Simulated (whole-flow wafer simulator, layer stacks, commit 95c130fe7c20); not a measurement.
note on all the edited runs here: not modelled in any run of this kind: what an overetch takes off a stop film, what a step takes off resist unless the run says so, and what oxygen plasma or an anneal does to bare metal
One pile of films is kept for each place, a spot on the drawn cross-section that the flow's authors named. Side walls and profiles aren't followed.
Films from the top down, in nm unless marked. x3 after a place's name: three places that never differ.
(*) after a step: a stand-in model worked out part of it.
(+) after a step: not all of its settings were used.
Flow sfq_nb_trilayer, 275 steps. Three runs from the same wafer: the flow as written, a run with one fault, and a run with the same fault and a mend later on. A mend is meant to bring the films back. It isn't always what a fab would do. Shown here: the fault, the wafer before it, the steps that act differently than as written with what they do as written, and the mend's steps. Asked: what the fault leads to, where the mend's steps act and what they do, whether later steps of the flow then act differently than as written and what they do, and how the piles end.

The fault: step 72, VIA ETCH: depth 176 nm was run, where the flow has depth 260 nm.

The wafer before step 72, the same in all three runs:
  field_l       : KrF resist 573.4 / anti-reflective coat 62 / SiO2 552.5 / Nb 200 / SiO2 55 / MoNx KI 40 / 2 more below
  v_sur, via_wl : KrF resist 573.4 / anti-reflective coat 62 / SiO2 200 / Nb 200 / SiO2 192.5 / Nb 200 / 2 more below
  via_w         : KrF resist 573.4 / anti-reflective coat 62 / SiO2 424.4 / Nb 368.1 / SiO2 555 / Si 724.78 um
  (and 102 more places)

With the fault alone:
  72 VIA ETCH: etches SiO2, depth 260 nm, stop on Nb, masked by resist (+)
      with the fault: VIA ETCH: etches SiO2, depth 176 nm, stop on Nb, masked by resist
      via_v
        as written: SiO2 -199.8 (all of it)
        with the fault: SiO2 -176
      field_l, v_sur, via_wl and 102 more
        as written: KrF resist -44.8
        with the fault: KrF resist -30.3
  Later steps of the flow that act differently than as written (3 more steps differ only slightly, by at most 2% or 0.5 nm, whichever is larger, and aren't shown):
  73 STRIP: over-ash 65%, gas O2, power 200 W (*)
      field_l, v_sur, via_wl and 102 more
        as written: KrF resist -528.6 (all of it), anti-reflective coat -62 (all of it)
        with the fault: KrF resist -543.1 (all of it), anti-reflective coat -62 (all of it)
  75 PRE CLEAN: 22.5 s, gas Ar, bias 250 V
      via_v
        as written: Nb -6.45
        with the fault: SiO2 -7.5
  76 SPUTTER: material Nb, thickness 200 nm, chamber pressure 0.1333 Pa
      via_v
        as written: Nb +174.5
        with the fault: Nb +179.2 (new film)
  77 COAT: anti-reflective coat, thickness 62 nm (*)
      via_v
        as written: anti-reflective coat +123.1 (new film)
        with the fault: anti-reflective coat +116.6 (new film)
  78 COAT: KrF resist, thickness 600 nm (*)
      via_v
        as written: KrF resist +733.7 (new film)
        with the fault: KrF resist +716.1 (new film)
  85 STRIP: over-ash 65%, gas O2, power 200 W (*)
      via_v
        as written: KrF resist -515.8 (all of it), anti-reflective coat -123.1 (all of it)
        with the fault: KrF resist -498.2 (all of it), anti-reflective coat -116.6 (all of it)
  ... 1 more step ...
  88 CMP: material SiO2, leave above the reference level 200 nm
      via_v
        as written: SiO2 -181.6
        with the fault: SiO2 -157.1
  At the end the piles differ from the flow's by more than 2% or 0.5 nm, whichever is larger, at via_v.
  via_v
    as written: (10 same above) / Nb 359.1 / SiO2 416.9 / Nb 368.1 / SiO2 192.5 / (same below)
    with the fault: (10 same above) / Nb 359.1 / SiO2 389.4 / Nb 179.2 / SiO2 16.3 / Nb 200 / SiO2 192.5 / (same below)

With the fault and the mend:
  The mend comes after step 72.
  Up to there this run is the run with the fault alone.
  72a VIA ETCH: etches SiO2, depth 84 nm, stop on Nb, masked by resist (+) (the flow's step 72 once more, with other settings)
      field_l, v_sur, via_wl and 102 more
        KrF resist -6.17
      via_v
        SiO2 -23.8 (all of it)
  No later step of the flow acts differently than as written, at any place that is followed, by more than 2% or 0.5 nm, whichever is larger.
  At the end the piles are the same as the flow's at every place that both follow.
